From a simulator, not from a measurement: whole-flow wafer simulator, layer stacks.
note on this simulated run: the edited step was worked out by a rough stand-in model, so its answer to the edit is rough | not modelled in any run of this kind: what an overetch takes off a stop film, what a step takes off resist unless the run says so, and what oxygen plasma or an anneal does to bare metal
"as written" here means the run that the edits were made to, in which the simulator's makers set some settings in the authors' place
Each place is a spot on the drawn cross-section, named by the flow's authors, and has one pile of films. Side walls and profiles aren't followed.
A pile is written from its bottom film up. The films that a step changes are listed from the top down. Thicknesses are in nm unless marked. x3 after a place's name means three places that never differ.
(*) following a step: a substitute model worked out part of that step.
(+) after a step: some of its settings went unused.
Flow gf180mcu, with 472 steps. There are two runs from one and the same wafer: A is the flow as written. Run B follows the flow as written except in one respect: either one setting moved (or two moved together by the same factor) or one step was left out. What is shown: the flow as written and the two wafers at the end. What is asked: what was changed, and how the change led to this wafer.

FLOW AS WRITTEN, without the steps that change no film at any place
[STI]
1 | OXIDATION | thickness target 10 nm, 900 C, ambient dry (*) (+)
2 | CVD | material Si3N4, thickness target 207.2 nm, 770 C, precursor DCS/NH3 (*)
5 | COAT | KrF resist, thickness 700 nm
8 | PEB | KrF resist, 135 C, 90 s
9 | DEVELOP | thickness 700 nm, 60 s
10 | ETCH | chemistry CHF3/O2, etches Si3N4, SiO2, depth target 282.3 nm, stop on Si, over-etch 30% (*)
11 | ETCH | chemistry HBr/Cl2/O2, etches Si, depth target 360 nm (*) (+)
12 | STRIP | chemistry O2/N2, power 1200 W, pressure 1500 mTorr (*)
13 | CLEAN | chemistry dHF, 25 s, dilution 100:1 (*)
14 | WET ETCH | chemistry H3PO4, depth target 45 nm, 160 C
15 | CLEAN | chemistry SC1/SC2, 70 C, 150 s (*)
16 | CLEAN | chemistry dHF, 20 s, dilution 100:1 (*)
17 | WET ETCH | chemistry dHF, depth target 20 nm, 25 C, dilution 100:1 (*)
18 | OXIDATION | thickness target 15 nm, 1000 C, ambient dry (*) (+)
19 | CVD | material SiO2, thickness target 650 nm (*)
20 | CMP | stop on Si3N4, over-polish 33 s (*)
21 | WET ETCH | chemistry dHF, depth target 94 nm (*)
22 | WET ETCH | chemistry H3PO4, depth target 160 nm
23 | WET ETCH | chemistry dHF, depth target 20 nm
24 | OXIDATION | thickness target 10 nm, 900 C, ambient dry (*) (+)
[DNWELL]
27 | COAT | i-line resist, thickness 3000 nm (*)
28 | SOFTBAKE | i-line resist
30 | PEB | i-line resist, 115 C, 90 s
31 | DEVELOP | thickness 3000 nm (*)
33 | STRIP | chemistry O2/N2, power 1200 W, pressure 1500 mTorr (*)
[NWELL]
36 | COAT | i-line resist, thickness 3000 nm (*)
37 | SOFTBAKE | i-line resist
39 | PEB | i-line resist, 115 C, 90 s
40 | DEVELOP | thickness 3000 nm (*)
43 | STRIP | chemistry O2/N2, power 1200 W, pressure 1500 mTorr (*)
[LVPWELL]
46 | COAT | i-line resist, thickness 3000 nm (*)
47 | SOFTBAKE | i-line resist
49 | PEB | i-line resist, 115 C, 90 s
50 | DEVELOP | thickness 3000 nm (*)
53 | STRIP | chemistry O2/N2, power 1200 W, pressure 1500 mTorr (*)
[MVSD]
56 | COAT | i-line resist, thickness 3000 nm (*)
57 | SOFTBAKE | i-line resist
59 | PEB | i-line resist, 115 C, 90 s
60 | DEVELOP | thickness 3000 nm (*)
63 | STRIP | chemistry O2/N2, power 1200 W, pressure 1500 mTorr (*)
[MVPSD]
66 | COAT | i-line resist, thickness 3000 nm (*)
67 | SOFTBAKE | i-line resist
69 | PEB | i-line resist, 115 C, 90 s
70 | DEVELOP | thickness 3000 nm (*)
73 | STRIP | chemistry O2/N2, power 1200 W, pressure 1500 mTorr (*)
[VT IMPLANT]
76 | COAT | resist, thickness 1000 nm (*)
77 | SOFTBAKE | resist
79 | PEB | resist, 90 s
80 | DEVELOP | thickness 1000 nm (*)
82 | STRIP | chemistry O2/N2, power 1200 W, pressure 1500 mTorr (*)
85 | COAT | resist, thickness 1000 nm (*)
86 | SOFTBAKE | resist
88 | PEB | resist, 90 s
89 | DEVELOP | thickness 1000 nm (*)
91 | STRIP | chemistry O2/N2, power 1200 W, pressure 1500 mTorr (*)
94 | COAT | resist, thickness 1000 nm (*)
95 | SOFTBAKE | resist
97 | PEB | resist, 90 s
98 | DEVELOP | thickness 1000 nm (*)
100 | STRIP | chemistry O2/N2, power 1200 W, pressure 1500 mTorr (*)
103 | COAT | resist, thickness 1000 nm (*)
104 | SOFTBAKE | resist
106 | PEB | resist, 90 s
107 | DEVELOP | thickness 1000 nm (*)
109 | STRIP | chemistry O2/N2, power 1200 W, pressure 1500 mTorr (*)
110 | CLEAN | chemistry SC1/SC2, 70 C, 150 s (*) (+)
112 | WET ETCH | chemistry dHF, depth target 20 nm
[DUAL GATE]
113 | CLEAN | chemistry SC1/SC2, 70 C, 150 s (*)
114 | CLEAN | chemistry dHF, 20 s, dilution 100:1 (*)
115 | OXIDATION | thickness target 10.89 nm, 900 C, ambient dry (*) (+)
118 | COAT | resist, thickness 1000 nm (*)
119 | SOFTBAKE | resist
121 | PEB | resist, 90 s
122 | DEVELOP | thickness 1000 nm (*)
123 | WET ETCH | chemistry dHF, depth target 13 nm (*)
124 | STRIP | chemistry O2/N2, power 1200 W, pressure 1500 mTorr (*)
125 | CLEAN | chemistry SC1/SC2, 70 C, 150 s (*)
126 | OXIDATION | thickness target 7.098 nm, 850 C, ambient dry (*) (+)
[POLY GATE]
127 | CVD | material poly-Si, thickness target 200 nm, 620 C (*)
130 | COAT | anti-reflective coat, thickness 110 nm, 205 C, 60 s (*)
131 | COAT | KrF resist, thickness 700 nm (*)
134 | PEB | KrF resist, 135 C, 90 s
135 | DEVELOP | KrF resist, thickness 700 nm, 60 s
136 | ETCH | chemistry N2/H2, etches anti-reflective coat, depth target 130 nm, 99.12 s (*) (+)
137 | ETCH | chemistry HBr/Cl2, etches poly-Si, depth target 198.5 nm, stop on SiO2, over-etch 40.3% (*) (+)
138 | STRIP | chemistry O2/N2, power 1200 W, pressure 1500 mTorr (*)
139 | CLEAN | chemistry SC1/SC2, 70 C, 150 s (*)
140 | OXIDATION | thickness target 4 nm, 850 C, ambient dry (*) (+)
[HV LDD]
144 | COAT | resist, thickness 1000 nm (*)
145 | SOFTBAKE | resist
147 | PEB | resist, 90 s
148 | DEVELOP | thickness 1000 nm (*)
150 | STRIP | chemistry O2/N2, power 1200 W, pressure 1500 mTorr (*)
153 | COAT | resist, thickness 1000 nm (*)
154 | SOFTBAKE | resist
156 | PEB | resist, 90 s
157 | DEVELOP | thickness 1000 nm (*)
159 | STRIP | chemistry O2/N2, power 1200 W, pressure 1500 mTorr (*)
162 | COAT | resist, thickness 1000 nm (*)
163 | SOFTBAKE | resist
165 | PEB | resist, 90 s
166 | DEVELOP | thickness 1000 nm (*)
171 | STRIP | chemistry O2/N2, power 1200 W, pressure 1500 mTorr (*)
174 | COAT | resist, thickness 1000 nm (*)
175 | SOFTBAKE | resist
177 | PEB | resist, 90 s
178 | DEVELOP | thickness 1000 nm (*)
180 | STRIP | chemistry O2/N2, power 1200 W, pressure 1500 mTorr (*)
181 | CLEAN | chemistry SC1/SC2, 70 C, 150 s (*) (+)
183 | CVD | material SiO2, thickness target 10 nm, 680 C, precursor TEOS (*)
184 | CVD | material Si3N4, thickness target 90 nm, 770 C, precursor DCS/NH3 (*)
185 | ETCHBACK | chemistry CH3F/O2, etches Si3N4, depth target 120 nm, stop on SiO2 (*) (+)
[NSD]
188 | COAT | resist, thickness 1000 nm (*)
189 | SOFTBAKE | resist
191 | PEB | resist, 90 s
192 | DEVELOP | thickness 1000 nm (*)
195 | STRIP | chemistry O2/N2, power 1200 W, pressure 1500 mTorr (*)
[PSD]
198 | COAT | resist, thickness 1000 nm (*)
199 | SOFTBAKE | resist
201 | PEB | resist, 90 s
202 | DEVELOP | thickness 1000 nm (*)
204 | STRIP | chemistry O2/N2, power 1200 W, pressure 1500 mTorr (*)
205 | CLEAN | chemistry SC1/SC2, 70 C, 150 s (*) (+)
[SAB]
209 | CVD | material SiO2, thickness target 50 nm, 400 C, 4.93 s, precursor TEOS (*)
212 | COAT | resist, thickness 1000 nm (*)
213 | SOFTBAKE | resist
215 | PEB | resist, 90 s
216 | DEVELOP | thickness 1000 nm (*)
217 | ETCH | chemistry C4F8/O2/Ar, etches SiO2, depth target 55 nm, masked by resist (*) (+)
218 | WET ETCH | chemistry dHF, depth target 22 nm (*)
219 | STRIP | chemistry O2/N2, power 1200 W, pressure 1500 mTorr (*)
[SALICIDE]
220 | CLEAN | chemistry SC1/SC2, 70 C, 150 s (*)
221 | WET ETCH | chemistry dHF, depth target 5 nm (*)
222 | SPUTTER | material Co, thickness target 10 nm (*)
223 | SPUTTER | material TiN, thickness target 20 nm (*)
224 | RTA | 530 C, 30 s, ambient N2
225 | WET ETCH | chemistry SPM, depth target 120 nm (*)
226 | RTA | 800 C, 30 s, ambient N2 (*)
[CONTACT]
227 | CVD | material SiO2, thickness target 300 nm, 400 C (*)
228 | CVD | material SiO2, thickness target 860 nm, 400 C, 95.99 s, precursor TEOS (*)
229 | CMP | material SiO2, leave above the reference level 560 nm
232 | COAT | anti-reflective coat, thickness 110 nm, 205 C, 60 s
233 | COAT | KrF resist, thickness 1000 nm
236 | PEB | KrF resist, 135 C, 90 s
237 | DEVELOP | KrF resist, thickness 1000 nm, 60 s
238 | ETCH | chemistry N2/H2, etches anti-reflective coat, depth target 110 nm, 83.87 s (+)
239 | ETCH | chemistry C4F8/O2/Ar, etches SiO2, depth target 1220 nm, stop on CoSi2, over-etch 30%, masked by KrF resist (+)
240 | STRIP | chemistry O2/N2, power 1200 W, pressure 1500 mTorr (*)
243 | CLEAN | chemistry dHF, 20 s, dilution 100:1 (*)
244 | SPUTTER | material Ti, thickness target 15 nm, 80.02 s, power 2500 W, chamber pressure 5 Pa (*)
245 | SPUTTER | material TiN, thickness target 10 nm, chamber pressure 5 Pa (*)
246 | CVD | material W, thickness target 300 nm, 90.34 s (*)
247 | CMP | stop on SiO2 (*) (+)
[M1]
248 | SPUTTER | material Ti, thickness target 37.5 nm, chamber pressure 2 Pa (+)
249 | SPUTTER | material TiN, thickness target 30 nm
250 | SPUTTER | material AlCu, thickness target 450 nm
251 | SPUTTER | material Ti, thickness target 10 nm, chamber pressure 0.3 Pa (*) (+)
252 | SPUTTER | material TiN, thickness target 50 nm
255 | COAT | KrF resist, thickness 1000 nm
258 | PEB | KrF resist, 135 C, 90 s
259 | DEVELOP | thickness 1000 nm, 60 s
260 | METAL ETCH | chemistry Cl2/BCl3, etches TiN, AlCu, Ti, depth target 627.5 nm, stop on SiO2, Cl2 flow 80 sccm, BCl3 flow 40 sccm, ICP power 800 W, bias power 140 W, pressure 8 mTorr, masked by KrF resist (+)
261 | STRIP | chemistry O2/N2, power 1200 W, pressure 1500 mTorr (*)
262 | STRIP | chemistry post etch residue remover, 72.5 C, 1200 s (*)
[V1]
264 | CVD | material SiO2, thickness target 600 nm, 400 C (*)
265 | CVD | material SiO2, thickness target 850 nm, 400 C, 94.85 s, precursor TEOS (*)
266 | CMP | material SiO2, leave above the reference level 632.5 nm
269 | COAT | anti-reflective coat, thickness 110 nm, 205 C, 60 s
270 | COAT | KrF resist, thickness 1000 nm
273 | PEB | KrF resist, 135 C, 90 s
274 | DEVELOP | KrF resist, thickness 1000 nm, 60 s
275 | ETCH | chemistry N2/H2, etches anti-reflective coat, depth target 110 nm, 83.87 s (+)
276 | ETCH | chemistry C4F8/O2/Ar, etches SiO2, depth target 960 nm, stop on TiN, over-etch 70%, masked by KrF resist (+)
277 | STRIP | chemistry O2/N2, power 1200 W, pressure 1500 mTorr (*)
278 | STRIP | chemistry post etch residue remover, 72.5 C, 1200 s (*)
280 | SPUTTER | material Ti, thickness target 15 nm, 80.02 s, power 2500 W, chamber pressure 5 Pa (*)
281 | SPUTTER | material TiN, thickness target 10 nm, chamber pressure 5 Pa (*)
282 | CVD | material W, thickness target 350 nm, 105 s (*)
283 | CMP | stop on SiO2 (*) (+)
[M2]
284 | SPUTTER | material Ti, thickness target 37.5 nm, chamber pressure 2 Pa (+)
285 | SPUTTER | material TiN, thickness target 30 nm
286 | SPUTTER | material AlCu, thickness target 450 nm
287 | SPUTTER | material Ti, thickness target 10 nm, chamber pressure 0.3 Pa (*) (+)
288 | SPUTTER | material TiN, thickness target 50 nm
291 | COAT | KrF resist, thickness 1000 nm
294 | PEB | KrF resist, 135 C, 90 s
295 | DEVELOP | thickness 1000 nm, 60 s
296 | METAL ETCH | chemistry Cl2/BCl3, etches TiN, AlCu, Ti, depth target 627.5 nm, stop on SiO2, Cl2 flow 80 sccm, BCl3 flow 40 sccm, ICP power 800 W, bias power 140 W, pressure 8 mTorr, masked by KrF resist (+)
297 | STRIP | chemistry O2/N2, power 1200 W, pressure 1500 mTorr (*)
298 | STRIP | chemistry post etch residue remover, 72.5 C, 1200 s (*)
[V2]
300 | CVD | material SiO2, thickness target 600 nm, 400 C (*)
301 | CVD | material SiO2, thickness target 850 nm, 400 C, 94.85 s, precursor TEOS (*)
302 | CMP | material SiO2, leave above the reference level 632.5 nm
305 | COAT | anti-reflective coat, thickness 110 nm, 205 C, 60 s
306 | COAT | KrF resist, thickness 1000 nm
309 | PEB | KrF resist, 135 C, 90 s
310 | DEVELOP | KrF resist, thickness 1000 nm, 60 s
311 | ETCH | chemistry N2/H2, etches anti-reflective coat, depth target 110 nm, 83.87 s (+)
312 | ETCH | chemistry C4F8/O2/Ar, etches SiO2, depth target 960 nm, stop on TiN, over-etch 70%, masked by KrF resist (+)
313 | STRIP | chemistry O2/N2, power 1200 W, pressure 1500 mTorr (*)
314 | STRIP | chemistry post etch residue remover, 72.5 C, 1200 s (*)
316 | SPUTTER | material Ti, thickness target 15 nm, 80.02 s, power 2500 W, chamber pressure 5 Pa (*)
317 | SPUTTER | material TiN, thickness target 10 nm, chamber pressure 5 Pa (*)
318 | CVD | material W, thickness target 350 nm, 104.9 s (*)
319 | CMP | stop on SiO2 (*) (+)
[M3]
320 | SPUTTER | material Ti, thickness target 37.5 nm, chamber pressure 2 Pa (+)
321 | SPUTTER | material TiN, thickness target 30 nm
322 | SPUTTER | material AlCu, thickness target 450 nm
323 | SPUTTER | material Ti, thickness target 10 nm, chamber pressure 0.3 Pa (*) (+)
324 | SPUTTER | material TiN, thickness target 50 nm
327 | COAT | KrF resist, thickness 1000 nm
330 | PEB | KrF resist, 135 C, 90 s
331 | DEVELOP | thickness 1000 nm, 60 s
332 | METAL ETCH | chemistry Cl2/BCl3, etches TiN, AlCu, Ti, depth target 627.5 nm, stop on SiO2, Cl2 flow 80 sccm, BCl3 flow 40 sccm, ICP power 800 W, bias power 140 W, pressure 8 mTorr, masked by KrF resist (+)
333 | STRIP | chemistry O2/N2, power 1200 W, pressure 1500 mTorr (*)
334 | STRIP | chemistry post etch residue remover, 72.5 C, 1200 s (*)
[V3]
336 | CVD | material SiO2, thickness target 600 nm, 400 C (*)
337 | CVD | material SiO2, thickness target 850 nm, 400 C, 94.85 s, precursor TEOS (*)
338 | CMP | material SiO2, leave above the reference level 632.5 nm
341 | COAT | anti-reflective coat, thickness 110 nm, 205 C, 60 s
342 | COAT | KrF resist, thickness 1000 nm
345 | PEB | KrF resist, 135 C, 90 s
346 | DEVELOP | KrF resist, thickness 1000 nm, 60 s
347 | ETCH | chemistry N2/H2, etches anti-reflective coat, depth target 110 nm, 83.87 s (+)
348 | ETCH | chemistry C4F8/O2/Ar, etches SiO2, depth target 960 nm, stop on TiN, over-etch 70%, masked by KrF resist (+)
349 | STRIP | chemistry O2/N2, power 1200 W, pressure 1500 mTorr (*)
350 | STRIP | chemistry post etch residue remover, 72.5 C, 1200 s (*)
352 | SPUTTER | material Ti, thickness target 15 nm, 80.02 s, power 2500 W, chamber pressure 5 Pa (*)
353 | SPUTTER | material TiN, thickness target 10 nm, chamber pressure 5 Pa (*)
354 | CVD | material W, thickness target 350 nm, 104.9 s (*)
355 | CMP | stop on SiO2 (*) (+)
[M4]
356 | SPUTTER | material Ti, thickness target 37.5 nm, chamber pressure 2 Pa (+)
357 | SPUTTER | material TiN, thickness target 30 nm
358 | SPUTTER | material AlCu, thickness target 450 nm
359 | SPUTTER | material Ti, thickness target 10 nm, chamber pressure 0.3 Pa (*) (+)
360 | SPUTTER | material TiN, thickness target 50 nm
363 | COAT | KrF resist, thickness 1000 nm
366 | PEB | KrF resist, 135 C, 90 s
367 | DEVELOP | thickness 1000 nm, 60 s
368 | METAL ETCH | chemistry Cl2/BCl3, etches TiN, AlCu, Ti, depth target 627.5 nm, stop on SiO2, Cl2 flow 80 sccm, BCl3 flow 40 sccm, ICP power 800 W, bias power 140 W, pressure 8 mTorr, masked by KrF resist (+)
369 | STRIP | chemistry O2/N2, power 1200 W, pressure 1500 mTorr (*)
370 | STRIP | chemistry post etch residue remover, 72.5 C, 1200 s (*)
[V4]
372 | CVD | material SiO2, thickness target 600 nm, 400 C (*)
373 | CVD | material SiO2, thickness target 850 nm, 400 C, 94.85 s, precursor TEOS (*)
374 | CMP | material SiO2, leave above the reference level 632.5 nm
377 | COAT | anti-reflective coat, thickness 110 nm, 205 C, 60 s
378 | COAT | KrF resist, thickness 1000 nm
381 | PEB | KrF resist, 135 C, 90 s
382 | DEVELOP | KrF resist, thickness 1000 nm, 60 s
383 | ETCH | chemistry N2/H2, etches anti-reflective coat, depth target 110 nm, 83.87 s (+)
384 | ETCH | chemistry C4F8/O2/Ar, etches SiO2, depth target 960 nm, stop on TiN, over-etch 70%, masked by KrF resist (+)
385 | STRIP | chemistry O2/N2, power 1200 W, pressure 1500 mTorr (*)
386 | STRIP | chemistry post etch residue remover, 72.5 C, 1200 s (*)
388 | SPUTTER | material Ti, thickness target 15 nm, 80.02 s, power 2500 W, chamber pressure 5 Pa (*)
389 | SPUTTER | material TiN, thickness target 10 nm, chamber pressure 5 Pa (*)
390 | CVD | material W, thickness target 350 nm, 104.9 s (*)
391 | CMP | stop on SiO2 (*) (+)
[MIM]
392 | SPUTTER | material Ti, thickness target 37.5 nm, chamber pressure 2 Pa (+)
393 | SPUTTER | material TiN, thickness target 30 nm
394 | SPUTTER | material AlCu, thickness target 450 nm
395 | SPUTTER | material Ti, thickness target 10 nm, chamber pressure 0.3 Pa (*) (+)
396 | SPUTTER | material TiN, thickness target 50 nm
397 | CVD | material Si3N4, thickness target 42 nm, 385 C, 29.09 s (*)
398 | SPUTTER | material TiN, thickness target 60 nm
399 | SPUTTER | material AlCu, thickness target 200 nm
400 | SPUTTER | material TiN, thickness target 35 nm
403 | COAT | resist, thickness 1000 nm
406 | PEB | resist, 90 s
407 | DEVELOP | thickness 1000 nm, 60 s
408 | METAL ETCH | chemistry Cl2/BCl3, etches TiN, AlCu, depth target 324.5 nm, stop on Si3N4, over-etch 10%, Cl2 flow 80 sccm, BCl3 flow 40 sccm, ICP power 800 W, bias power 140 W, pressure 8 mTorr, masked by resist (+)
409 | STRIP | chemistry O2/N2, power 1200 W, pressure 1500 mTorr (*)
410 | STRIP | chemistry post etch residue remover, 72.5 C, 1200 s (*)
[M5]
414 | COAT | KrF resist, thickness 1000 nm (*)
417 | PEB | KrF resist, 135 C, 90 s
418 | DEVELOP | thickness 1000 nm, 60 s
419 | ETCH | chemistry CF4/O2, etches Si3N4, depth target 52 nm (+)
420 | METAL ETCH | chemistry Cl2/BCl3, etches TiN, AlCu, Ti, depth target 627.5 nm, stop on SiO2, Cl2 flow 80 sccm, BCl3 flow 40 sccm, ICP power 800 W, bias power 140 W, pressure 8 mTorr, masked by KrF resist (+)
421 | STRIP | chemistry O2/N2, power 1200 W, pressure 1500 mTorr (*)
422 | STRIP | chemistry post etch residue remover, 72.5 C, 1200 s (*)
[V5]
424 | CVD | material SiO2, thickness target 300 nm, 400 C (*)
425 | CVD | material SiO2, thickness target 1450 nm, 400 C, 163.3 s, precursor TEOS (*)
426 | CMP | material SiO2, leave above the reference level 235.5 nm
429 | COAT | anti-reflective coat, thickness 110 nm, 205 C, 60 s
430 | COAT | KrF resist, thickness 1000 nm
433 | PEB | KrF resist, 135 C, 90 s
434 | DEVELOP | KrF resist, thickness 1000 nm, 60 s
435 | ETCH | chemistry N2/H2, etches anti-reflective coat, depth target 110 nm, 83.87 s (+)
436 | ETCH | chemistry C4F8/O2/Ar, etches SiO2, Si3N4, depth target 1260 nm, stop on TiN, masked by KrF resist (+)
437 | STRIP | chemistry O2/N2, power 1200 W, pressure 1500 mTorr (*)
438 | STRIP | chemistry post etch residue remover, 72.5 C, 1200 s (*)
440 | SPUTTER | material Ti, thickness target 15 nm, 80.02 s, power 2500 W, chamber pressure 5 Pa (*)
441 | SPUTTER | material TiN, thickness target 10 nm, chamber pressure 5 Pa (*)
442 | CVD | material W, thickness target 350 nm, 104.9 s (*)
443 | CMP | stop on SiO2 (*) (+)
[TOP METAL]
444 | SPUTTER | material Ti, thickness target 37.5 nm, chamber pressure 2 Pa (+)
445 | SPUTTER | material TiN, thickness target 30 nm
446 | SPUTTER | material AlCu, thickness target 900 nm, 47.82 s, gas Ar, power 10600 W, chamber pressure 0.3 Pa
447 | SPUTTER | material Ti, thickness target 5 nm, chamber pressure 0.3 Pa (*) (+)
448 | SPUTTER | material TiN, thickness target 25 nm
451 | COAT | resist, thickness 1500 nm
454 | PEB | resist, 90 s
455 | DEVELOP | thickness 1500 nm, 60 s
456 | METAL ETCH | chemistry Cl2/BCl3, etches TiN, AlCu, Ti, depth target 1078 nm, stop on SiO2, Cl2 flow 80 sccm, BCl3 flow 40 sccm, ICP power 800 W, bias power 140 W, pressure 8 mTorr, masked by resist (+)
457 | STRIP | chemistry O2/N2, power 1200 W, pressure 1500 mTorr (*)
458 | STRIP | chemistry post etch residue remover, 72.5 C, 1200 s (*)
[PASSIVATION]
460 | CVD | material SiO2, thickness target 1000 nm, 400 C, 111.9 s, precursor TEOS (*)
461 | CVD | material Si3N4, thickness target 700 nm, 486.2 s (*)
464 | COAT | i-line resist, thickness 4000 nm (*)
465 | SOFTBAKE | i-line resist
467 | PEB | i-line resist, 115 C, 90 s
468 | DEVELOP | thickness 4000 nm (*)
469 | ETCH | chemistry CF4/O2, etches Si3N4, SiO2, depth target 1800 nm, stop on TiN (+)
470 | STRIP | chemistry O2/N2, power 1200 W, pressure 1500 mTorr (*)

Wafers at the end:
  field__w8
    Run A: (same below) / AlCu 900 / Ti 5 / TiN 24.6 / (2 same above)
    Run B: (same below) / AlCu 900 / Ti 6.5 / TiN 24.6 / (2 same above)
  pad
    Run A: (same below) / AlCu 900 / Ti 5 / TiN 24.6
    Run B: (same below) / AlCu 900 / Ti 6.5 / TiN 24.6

What caused this: step 447, SPUTTER: thickness target 6.5 nm was run, while the flow as written has thickness target 5 nm.
The wafer itself shows it: field__w8 has Ti 6.5, and step 447 as written asks for 5 nm.

Step by step, how the change led to this:
  447 | SPUTTER | material Ti, thickness target 5 nm, chamber pressure 0.3 Pa (*) (+)
      field, field__w1, field__w2 and 109 more: A Ti gains 5 (new film) | B Ti gains 6.5 (new film)
  456 | METAL ETCH | chemistry Cl2/BCl3, etches TiN, AlCu, Ti, depth target 1078 nm, stop on SiO2, Cl2 flow 80 sccm, BCl3 flow 40 sccm, ICP power 800 W, bias power 140 W, pressure 8 mTorr, masked by resist (+)
      field, field__w1, field__w2 and 103 more: A TiN loses 25 (all of it), Ti loses 5 (all of it), AlCu loses 900 (all of it), TiN loses 30 (all of it), Ti loses 37.5 (all of it) | B TiN loses 25 (all of it), Ti loses 6.5 (all of it), AlCu loses 900 (all of it), TiN loses 30 (all of it), Ti loses 37.5 (all of it)
